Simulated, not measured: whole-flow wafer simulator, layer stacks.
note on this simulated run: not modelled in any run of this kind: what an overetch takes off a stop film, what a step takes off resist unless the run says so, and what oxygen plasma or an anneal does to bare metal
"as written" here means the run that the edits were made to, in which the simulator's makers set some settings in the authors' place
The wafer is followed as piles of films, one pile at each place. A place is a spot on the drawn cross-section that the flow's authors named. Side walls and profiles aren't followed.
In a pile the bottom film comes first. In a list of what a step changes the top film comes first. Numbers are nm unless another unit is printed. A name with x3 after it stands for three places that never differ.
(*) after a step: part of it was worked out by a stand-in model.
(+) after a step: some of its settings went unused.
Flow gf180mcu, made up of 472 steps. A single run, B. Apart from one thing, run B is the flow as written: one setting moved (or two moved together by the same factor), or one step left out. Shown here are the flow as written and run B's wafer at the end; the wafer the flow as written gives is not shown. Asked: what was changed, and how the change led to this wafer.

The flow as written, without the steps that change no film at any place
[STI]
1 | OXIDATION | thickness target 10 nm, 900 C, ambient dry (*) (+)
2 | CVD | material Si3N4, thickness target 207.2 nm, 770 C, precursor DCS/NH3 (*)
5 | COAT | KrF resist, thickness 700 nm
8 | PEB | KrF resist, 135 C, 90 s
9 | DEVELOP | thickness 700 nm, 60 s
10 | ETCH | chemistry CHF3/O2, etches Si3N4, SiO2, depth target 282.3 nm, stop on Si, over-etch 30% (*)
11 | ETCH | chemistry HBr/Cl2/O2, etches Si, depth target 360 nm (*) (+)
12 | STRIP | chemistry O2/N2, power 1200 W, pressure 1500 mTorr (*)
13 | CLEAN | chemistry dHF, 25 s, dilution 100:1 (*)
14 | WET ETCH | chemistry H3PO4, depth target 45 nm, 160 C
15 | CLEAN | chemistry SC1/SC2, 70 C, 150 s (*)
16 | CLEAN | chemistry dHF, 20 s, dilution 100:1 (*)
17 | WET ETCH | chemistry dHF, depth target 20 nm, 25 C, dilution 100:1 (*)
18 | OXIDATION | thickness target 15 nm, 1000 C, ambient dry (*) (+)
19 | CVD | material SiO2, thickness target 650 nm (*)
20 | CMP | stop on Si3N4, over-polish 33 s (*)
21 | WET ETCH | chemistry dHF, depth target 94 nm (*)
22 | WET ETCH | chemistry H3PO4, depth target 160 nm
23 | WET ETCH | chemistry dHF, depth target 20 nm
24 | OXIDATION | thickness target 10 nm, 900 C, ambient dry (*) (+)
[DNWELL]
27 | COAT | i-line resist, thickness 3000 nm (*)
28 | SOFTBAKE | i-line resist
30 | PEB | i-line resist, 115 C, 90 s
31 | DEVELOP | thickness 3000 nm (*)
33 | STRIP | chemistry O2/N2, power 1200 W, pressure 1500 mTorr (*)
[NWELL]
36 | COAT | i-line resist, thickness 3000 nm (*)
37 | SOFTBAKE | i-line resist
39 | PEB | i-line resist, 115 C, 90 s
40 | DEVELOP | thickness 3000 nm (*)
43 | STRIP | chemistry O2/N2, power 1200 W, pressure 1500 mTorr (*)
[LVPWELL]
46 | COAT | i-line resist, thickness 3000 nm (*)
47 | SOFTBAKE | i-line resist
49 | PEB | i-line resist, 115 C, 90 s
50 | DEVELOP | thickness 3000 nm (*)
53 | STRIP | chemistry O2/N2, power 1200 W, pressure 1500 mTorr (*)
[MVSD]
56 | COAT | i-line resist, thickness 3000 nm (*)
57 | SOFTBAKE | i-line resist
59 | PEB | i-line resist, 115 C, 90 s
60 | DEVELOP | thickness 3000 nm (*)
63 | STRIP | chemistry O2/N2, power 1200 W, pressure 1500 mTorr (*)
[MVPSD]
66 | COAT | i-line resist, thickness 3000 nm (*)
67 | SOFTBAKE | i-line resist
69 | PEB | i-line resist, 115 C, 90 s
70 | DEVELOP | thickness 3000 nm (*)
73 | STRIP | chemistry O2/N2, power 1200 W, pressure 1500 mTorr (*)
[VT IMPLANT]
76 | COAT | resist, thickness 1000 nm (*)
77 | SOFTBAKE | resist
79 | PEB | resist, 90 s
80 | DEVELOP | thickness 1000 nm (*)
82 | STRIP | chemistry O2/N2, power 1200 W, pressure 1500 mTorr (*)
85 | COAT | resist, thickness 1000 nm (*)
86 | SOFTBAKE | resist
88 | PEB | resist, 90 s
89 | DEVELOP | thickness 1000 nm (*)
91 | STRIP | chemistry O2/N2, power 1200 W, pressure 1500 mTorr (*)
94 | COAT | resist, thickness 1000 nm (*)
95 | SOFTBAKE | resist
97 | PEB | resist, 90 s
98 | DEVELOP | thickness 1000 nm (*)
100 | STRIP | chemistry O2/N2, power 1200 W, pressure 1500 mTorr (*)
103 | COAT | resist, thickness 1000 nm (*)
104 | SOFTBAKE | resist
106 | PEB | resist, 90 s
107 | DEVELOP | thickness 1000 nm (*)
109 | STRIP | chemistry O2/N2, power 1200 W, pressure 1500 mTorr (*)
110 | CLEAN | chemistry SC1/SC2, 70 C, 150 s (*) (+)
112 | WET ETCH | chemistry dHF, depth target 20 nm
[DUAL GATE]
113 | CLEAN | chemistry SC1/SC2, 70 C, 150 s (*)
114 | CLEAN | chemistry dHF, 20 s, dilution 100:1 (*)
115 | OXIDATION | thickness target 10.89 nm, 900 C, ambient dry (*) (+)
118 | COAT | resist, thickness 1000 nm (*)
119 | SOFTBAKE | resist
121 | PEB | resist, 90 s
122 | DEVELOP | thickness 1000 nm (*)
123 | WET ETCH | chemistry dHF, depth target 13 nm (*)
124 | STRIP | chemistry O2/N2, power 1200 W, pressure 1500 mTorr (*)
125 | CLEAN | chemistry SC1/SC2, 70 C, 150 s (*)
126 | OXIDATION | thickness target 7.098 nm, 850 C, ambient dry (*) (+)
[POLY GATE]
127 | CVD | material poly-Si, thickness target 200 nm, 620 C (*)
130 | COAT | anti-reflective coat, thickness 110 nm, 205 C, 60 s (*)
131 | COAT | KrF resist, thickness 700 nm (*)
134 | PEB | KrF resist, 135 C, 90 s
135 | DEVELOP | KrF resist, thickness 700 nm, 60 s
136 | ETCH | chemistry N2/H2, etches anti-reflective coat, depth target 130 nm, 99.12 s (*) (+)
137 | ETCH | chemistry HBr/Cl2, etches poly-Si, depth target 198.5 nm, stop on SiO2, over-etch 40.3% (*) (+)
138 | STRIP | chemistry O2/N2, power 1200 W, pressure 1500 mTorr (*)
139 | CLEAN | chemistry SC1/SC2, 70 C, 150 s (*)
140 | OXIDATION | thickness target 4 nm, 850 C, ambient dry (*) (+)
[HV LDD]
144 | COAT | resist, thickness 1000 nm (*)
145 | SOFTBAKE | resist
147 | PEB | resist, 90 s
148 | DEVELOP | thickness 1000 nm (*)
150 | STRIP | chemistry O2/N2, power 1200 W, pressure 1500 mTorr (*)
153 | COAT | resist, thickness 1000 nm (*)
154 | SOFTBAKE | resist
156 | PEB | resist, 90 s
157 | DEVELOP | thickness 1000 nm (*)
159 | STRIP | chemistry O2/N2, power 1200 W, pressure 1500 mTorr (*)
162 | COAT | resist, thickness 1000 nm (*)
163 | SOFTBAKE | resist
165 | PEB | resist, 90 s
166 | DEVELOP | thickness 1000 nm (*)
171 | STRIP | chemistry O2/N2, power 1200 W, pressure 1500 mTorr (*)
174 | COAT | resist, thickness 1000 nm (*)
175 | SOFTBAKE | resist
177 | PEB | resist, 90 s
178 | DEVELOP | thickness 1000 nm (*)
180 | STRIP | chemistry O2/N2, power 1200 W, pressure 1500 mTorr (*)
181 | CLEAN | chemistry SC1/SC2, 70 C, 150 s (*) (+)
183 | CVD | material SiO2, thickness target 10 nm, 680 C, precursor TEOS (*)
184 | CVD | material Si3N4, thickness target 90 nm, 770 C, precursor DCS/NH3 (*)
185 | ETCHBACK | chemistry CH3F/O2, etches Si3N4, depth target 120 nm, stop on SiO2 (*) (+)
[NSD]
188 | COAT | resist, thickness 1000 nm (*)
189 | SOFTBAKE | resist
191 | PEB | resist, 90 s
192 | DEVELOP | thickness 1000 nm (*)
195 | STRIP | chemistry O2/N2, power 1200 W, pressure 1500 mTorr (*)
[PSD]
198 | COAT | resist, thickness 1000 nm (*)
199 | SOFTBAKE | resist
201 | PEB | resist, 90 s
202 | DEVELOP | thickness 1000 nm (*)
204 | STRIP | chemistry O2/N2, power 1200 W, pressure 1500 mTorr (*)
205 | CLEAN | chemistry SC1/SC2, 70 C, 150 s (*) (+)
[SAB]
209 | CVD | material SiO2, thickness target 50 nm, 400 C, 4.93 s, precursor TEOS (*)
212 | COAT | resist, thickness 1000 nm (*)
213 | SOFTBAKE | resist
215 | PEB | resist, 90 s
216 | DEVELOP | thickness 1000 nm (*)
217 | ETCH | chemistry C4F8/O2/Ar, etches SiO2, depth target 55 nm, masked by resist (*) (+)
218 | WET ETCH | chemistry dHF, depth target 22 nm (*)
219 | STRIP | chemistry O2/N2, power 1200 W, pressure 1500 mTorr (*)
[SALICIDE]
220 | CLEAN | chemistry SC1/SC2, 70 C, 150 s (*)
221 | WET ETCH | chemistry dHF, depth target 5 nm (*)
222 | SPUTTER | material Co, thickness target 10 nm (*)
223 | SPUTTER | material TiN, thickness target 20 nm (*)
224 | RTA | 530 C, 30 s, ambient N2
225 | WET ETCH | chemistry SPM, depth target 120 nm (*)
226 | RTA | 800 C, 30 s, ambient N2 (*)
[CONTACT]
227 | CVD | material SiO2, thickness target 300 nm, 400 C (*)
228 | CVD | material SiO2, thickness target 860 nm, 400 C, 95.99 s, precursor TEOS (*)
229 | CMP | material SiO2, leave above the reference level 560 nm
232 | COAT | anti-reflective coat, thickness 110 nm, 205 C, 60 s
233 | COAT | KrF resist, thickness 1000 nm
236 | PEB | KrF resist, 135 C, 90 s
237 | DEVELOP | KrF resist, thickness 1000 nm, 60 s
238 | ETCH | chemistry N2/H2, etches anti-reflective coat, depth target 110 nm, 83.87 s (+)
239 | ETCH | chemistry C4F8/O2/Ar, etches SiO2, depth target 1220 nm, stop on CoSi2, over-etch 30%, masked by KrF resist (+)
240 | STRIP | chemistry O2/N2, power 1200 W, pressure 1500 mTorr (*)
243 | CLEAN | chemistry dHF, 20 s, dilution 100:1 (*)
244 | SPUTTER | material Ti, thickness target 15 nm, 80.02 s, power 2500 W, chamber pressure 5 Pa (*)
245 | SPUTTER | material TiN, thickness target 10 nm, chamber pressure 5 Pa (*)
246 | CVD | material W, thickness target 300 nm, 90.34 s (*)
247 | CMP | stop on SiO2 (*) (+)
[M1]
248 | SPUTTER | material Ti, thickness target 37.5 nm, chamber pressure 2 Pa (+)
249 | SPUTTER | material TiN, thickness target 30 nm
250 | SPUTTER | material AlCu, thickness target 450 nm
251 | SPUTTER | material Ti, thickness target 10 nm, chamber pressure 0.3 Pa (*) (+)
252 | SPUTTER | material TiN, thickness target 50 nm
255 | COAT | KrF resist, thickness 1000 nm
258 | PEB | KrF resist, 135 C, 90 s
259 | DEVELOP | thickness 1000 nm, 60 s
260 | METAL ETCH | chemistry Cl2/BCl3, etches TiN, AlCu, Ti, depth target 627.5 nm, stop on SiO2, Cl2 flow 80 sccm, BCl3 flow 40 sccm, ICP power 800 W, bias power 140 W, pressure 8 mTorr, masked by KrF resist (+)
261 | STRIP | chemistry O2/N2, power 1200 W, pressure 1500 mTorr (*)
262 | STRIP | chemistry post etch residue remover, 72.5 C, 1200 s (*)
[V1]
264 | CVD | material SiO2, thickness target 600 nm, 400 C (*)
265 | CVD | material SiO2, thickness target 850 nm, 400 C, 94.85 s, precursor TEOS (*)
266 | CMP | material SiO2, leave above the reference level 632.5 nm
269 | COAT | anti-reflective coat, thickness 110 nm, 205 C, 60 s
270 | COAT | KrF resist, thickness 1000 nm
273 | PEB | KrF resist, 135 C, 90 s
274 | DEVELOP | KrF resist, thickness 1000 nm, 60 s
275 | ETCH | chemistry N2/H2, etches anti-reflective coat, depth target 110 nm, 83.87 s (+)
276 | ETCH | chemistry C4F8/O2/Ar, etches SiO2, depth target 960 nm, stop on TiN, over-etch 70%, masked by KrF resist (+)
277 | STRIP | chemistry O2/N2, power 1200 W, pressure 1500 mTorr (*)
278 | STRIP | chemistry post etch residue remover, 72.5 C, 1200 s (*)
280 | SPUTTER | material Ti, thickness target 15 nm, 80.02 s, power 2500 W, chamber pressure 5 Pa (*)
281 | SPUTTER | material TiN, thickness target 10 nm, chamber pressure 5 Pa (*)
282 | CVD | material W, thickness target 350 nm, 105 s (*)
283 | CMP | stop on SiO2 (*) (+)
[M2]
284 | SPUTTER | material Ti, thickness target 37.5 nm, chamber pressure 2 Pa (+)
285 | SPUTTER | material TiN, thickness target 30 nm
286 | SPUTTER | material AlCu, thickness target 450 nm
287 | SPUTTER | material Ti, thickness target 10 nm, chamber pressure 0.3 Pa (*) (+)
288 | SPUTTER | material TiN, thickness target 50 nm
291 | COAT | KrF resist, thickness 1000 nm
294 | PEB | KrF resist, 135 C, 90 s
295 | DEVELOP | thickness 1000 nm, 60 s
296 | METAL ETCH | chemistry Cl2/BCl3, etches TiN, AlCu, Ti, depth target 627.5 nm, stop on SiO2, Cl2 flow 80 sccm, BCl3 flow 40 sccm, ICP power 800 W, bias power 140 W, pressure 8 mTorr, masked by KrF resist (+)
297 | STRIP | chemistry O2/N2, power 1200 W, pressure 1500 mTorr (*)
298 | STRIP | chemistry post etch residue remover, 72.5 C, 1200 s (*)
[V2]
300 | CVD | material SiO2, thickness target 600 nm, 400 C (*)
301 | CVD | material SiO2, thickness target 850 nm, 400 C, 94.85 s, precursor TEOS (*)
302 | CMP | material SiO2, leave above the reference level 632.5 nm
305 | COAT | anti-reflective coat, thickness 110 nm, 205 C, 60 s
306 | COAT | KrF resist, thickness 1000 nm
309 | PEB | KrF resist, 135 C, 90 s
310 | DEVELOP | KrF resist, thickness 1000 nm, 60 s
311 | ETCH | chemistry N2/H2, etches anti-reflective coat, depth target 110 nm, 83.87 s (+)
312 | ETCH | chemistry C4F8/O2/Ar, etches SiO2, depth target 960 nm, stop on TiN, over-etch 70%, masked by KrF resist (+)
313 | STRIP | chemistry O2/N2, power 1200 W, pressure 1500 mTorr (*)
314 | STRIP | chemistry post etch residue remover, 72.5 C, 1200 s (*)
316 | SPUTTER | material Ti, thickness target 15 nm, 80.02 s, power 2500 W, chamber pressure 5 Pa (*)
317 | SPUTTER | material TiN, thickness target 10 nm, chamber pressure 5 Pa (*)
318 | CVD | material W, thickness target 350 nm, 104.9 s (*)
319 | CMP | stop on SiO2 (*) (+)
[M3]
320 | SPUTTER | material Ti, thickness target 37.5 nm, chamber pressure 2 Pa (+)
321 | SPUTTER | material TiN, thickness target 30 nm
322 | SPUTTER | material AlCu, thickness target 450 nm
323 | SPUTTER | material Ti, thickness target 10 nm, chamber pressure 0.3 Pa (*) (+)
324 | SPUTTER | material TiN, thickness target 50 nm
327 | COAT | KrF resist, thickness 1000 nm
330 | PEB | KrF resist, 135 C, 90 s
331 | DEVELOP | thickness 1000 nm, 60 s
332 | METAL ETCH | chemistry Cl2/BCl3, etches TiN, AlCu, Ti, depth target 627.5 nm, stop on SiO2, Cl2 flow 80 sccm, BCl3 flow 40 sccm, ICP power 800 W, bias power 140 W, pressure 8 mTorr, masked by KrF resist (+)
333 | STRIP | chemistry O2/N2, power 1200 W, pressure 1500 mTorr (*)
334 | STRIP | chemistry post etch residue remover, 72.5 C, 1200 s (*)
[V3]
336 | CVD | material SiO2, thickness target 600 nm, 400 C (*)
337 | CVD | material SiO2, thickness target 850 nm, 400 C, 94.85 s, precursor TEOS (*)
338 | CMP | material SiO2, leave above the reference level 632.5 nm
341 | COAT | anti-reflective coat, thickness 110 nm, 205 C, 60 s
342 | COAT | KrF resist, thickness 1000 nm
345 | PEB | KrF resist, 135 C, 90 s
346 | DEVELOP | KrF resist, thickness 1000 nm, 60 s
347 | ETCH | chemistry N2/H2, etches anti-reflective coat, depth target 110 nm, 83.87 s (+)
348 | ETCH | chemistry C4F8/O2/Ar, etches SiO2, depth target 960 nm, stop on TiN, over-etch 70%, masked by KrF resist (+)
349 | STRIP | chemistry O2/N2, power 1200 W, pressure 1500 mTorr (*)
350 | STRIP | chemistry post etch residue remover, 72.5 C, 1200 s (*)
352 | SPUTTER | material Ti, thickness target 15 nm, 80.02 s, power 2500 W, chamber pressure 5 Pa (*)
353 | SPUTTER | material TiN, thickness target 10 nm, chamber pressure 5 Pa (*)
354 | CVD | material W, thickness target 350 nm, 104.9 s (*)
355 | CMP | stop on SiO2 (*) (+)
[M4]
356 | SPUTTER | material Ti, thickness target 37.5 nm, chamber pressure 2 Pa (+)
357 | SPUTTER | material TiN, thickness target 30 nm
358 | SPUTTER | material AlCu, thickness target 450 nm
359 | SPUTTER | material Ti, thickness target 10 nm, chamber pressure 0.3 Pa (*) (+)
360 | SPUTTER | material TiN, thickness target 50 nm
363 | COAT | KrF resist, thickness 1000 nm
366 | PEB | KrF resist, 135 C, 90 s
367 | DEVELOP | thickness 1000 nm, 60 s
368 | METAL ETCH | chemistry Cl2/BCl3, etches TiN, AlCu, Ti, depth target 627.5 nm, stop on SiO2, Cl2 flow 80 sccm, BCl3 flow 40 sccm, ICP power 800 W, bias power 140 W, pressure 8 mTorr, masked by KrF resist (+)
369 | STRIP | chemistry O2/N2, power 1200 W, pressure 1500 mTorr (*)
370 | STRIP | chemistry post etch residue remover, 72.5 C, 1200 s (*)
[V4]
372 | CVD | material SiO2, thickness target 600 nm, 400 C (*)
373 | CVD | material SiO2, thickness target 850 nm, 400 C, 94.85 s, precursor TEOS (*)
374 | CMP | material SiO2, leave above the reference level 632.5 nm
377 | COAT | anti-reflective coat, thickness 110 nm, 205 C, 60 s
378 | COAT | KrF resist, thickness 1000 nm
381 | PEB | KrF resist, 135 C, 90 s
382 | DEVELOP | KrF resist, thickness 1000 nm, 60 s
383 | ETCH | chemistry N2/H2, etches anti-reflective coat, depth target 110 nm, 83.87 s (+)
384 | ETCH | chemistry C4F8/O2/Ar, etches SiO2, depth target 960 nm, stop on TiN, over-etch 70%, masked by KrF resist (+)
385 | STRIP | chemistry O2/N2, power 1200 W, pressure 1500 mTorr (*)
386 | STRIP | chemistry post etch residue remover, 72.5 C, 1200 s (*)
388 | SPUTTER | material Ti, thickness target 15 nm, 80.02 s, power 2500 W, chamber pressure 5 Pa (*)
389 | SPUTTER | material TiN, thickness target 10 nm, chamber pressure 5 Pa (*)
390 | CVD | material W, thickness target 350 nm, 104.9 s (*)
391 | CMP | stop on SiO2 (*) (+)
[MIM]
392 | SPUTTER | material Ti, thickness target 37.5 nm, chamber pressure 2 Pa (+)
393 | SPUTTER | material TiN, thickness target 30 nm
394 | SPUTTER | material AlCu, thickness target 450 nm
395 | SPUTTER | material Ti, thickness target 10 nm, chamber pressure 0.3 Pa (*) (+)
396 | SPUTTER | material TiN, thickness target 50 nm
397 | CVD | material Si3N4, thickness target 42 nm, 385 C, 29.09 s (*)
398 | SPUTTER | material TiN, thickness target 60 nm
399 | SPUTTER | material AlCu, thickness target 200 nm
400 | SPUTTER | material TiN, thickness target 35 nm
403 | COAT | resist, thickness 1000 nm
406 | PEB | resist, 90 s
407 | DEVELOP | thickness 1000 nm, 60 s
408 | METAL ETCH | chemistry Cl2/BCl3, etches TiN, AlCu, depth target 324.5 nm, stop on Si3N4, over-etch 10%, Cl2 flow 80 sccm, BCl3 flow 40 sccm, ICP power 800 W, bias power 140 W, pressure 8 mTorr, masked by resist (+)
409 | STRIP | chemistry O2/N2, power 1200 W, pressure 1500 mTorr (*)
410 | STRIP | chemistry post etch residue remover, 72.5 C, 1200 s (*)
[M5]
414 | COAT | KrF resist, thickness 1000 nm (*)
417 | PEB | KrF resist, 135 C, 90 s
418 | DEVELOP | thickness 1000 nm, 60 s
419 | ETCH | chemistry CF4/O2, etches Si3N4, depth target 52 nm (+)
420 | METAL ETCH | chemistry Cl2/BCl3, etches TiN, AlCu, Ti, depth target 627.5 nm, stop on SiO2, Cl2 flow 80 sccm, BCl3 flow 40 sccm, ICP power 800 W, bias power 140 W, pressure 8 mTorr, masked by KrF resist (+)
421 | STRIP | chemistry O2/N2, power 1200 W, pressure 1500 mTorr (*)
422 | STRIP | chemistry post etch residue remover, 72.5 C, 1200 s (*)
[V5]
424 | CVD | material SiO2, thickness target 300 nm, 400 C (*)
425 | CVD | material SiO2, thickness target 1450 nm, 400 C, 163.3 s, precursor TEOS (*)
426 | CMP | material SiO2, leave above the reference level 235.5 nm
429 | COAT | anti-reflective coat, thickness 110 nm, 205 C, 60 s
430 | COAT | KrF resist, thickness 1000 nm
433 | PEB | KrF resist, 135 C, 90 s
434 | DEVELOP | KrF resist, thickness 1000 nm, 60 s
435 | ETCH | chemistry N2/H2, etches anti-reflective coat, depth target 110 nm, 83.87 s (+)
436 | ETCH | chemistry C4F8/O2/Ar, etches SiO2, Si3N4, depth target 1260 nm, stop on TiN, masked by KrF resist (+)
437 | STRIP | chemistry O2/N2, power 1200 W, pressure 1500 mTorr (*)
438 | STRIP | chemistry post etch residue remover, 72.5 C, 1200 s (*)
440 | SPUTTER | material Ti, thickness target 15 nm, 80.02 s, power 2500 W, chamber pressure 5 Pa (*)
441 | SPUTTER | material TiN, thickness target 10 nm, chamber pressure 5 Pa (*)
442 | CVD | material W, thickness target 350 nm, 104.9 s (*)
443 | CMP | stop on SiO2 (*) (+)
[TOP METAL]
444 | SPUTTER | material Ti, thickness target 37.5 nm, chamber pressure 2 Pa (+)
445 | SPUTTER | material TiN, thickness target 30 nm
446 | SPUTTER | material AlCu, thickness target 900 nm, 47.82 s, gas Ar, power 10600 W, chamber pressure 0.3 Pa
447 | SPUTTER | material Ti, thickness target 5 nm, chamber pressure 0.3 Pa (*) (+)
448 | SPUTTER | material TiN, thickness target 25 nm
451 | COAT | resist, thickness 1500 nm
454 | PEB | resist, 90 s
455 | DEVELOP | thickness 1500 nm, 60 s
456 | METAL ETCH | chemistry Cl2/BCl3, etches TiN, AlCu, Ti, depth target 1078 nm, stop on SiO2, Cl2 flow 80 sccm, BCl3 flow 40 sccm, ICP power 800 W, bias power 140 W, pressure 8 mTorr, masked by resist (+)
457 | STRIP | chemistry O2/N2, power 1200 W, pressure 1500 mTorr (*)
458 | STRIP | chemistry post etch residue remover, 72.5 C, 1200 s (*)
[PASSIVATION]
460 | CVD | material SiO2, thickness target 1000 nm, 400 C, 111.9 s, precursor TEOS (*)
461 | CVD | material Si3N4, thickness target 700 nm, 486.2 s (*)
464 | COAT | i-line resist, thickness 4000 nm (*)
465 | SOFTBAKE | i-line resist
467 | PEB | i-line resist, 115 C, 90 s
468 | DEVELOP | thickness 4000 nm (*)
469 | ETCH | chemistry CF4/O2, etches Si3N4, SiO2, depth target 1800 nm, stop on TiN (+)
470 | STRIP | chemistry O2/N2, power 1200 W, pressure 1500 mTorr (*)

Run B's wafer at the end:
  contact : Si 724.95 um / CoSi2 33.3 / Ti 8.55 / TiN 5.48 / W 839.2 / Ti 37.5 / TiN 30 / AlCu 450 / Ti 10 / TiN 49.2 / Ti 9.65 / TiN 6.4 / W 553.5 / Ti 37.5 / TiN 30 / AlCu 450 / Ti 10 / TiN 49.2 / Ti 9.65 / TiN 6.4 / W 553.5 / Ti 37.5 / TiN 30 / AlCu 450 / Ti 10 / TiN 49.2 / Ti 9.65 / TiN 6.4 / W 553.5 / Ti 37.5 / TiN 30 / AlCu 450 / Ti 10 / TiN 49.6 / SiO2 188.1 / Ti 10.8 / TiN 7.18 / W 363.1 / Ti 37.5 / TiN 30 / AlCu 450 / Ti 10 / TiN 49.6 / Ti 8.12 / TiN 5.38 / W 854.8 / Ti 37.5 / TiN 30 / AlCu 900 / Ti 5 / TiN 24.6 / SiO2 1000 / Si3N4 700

What caused this: step 384, ETCH: depth target 384 nm was run, though the flow has depth target 960 nm.

How this came from the change, step by step:
  384 | ETCH | chemistry C4F8/O2/Ar, etches SiO2, depth target 960 nm, stop on TiN, over-etch 70%, masked by KrF resist (+)
      contact: SiO2 loses 384 (as written it would have been: SiO2 loses 572.1 (all of it))
      field, field__w1, field__w2 and 107 more: KrF resist loses 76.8 (as written it would have been: KrF resist loses 192)
  385 | STRIP | chemistry O2/N2, power 1200 W, pressure 1500 mTorr (*)
      field, field__w1, field__w2 and 107 more: KrF resist loses 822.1 (all of it), anti-reflective coat loses 110 (all of it) (as written it would have been: KrF resist loses 706.9 (all of it), anti-reflective coat loses 110 (all of it))
  388 | SPUTTER | material Ti, thickness target 15 nm, 80.02 s, power 2500 W, chamber pressure 5 Pa (*)
      contact: Ti gains 10.8 (new film) (as written it would have been: Ti gains 9.65 (new film))
  389 | SPUTTER | material TiN, thickness target 10 nm, chamber pressure 5 Pa (*)
      contact: TiN gains 7.18 (new film) (as written it would have been: TiN gains 6.4 (new film))
  390 | CVD | material W, thickness target 350 nm, 104.9 s (*)
      contact: W gains 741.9 (new film) (as written it would have been: W gains 932.3 (new film))
Taking metal films that touch as one body, contact has 2 bodies (between them, from the top down: SiO2 188.1); the flow as written gives 1 body.
